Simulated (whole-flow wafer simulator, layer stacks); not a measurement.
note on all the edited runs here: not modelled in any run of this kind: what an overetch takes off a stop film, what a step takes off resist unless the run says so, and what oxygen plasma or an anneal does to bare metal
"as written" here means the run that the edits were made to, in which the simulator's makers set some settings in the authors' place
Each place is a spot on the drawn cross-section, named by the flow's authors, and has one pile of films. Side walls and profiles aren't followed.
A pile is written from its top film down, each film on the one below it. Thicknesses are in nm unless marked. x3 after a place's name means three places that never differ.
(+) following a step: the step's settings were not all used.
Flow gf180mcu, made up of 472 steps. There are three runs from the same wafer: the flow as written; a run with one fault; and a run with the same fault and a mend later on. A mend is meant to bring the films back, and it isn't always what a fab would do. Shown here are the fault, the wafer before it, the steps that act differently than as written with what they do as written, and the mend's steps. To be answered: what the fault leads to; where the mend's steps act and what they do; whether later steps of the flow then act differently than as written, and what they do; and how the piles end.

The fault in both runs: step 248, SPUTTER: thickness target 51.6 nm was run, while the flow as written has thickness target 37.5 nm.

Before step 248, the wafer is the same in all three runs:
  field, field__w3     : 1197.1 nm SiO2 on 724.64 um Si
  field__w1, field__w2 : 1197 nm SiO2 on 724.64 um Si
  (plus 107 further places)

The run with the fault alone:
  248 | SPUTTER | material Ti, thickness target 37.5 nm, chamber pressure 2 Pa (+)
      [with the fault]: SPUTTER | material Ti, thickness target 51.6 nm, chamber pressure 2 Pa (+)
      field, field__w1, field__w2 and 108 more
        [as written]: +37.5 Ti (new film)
        [with the fault]: +51.6 Ti (new film)
  Later steps of the flow acting differently than as written:
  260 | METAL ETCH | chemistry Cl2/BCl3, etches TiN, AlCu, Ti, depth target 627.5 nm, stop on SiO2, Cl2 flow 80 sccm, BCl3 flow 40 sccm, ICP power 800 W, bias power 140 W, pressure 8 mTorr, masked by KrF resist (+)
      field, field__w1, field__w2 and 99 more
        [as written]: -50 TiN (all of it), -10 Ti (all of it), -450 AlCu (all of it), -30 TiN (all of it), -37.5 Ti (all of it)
        [with the fault]: -50 TiN (all of it), -10 Ti (all of it), -450 AlCu (all of it), -30 TiN (all of it), -51.6 Ti (all of it)
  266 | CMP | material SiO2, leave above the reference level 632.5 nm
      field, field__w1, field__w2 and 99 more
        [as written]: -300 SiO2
        [with the fault]: -285.9 SiO2
  By the end, the piles at field__w8, contact, m1 and 6 more depart from the flow's by more than 2% or 0.5 nm, whichever is larger.
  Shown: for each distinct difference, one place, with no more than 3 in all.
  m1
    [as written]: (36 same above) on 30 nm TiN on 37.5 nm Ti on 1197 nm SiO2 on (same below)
    [with the fault]: (36 same above) on 30 nm TiN on 51.6 nm Ti on 1197 nm SiO2 on (same below)
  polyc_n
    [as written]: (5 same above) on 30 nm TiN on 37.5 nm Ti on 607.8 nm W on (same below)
    [with the fault]: (5 same above) on 30 nm TiN on 51.6 nm Ti on 607.8 nm W on (same below)
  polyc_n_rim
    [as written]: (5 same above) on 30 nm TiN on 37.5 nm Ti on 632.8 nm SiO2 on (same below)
    [with the fault]: (5 same above) on 30 nm TiN on 51.6 nm Ti on 632.8 nm SiO2 on (same below)

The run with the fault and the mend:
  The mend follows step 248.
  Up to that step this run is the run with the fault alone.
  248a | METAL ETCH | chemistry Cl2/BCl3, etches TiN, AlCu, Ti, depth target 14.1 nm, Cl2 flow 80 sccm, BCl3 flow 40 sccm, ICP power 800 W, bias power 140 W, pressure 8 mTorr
      field, field__w1, field__w2 and 108 more
        -14.1 Ti
  Every later step of the flow that is run acts as written at every place that is followed.
  At every place that both follow, the piles at the end match the flow's.
